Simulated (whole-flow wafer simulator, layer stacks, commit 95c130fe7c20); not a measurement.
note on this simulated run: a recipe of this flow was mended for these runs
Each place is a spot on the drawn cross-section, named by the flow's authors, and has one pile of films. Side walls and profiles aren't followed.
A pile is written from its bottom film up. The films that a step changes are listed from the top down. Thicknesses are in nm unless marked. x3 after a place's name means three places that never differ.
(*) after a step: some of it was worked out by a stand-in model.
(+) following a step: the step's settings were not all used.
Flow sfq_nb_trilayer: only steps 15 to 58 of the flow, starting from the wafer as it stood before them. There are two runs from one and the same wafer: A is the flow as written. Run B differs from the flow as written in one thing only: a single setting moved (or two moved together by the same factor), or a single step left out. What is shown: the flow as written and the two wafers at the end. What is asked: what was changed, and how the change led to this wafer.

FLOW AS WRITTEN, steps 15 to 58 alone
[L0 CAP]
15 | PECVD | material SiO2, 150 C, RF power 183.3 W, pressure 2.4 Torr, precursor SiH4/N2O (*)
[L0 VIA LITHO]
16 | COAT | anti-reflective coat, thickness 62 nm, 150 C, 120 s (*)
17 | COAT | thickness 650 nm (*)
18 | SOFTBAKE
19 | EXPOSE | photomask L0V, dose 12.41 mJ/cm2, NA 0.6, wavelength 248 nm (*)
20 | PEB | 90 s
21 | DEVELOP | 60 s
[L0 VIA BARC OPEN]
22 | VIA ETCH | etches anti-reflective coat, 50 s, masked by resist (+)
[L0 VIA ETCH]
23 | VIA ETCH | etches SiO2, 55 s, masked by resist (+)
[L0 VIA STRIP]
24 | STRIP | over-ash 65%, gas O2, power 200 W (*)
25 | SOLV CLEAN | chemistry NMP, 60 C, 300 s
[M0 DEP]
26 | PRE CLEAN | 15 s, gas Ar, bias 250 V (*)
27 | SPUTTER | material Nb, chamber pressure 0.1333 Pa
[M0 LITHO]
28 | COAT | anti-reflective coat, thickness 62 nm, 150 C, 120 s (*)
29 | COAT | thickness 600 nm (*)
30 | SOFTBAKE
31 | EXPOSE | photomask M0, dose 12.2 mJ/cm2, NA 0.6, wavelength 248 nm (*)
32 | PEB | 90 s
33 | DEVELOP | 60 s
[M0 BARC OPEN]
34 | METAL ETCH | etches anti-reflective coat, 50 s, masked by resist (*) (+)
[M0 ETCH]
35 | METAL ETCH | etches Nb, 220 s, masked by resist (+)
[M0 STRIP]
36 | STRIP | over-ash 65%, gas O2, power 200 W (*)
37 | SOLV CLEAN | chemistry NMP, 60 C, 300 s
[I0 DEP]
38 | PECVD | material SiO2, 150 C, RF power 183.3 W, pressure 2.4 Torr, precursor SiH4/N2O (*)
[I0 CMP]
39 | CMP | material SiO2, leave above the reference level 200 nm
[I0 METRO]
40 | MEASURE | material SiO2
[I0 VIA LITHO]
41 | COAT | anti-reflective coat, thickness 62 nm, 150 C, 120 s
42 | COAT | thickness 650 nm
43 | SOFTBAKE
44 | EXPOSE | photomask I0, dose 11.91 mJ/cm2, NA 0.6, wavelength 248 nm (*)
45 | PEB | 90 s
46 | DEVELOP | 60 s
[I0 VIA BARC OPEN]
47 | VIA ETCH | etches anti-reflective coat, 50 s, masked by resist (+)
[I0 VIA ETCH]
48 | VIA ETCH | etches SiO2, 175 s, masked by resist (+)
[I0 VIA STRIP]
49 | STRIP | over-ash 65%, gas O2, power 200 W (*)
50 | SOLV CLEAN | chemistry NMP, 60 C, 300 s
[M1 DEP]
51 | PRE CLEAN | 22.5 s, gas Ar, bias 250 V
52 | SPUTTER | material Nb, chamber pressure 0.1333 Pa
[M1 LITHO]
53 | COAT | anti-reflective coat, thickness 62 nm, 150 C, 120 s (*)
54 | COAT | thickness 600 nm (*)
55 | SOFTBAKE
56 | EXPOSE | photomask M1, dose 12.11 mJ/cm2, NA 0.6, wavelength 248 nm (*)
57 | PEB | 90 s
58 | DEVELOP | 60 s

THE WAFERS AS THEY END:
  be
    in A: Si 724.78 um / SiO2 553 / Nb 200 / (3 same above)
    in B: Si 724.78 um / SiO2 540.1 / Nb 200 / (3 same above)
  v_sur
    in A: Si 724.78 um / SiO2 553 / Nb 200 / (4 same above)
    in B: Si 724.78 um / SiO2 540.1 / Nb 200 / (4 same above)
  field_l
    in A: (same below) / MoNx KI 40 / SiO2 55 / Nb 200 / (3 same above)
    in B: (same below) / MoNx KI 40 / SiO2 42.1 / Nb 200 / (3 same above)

Cause: step 15, PECVD: pressure 3.26 Torr was run, whereas the flow has pressure 2.4 Torr.

How this came from the change, step by step:
  15 | PECVD | material SiO2, 150 C, RF power 183.3 W, pressure 2.4 Torr, precursor SiH4/N2O (*)
      v_sur, via_wl, via_w and 97 more: A +60 SiO2 | B +47.1 SiO2
      field_l, l0_sur, l0v, l0r_line_l, l0r_line_c, l0r_line_r: A +60 SiO2 (new film) | B +47.1 SiO2 (new film)
  23 | VIA ETCH | etches SiO2, 55 s, masked by resist (+)
      l0v: A -59.7 SiO2 (all of it), -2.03 MoNx KI | B -46.7 SiO2 (all of it), -3.33 MoNx KI
  28 | COAT | anti-reflective coat, thickness 62 nm, 150 C, 120 s (*)
      l0_sur: A +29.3 anti-reflective coat (new film) | B +33.2 anti-reflective coat (new film)
      l0v: A +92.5 anti-reflective coat (new film) | B +86.7 anti-reflective coat (new film)
  36 | STRIP | over-ash 65%, gas O2, power 200 W (*)
      l0_sur: A -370 KrF-resist-other-grade (all of it), -29.3 anti-reflective coat (all of it) | B -367.9 KrF-resist-other-grade (all of it), -33.2 anti-reflective coat (all of it)
      l0v: A -374.1 KrF-resist-other-grade (all of it), -92.5 anti-reflective coat (all of it) | B -368.7 KrF-resist-other-grade (all of it), -86.7 anti-reflective coat (all of it)
  39 | CMP | material SiO2, leave above the reference level 200 nm
      l0v: A -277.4 SiO2 | B -291 SiO2
